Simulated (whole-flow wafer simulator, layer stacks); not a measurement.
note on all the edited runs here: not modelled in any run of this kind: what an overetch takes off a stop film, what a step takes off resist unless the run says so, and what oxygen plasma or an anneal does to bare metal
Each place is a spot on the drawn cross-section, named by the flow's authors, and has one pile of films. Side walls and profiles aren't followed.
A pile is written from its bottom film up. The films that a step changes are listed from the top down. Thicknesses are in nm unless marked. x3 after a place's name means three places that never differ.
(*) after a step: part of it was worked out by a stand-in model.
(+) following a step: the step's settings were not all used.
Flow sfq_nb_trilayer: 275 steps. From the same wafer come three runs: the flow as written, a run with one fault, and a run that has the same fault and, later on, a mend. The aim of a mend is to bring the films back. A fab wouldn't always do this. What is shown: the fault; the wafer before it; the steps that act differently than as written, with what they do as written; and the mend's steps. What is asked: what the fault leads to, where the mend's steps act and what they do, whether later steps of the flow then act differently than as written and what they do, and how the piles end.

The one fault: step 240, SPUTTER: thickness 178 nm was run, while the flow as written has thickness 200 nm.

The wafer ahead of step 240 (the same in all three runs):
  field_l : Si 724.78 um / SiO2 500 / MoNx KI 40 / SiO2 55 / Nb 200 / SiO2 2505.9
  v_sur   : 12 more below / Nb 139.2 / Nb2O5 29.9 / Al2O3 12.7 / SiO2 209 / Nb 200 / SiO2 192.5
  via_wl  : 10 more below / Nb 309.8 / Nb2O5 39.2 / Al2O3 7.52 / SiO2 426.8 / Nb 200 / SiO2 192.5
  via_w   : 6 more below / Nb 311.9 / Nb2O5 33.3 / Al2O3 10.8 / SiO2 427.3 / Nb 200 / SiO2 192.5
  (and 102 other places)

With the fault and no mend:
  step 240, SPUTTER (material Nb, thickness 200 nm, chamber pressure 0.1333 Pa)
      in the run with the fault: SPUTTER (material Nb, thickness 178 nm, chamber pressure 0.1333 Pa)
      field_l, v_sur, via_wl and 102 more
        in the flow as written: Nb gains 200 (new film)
        in the run with the fault: Nb gains 178 (new film)
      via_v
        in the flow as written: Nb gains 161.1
        in the run with the fault: Nb gains 143.3
  Steps later in the flow that act otherwise than as written (4 other steps are not shown; they differ only slightly, by no more than 2% or 0.5 nm, whichever is larger):
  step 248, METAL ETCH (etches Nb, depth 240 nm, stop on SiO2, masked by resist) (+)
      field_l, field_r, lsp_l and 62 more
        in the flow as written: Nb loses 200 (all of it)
        in the run with the fault: Nb loses 178 (all of it)
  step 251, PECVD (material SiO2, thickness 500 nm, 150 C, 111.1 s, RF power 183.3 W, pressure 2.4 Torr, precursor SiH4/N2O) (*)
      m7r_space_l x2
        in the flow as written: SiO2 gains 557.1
        in the run with the fault: SiO2 gains 535.1
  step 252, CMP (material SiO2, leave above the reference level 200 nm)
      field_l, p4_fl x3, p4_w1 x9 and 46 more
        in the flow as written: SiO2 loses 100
        in the run with the fault: SiO2 loses 122
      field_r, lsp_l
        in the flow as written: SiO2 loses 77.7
        in the run with the fault: SiO2 loses 102.1
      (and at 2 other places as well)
  At v_sur, via_wl, via_w and 68 more, the piles at the end differ from the flow's by more than 2% or 0.5 nm, whichever is larger.
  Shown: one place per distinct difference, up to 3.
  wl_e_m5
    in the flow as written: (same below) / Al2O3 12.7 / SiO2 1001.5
    in the run with the fault: (same below) / Al2O3 12.7 / SiO2 979.5
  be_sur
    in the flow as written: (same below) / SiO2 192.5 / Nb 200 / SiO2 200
    in the run with the fault: (same below) / SiO2 192.5 / Nb 178 / SiO2 200
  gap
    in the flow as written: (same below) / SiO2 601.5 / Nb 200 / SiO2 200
    in the run with the fault: (same below) / SiO2 601.5 / Nb 178 / SiO2 200

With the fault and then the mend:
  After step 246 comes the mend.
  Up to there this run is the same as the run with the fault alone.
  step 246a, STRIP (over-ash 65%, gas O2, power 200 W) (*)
      p4_fl x3, p4_w1 x9, p4_g1 x2 and 46 more
        anti-reflective coat loses 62 (all of it)
      wl_j_sl, wl_jj, wl_j_sr and 14 more
        KrF resist loses 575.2 (all of it), anti-reflective coat loses 62 (all of it)
      field_r, lsp_l, l0_sur, l0v
        anti-reflective coat loses 61.8 (all of it)
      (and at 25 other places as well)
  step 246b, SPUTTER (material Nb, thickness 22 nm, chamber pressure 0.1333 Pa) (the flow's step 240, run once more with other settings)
      field_l, v_sur, via_wl and 102 more
        Nb gains 22
      via_v
        Nb gains 15.8
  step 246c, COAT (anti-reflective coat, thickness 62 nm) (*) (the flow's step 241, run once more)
      p4_fl x3, p4_w1 x9, p4_g1 x2 and 63 more
        anti-reflective coat gains 62 (new film)
      moat, field_r, lsp_l and 6 more
        anti-reflective coat gains 61.8 (new film)
      be_r, r_sur, res, r_end
        anti-reflective coat gains 61.7 (new film)
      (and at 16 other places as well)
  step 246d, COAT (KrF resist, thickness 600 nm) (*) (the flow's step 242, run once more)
      p4_fl x3, p4_w1 x9, p4_g1 x2 and 63 more
        KrF resist gains 600 (new film)
      field_r, lsp_l, ln_m5, lsp_m, l0v
        KrF resist gains 599.5 (new film)
      ln_m6, lsp_r, l0_sur
        KrF resist gains 599.6 (new film)
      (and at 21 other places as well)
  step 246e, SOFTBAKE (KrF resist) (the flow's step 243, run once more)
      alters no film at any place that is followed
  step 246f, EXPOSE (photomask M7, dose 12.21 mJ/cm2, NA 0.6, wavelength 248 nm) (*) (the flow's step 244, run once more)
      alters no film at any place that is followed
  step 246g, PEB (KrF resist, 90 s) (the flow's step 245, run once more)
      field_l, v_sur, via_wl and 97 more
        KrF resist loses 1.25
      via_w, via_wr, via_sp, wire, be
        KrF resist loses 1.24
      via_v
        KrF resist loses 1.61
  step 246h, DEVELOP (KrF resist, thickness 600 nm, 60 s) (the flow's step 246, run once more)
      p4_fl x3, p4_w1 x9, p4_g1 x2 and 46 more
        KrF resist loses 598.7 (all of it)
      v_sur, via_wl, via_w and 38 more
        KrF resist loses 23.5
      field_r, lsp_l
        KrF resist loses 598.2 (all of it)
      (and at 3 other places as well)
  Later steps of the flow that are run all act as written at every place that is followed, up to a difference of at most 2% or 0.5 nm, whichever is larger.
  At the end the piles are close to the flow's at the places that both follow, differing by at most 2% or 0.5 nm, whichever is larger.
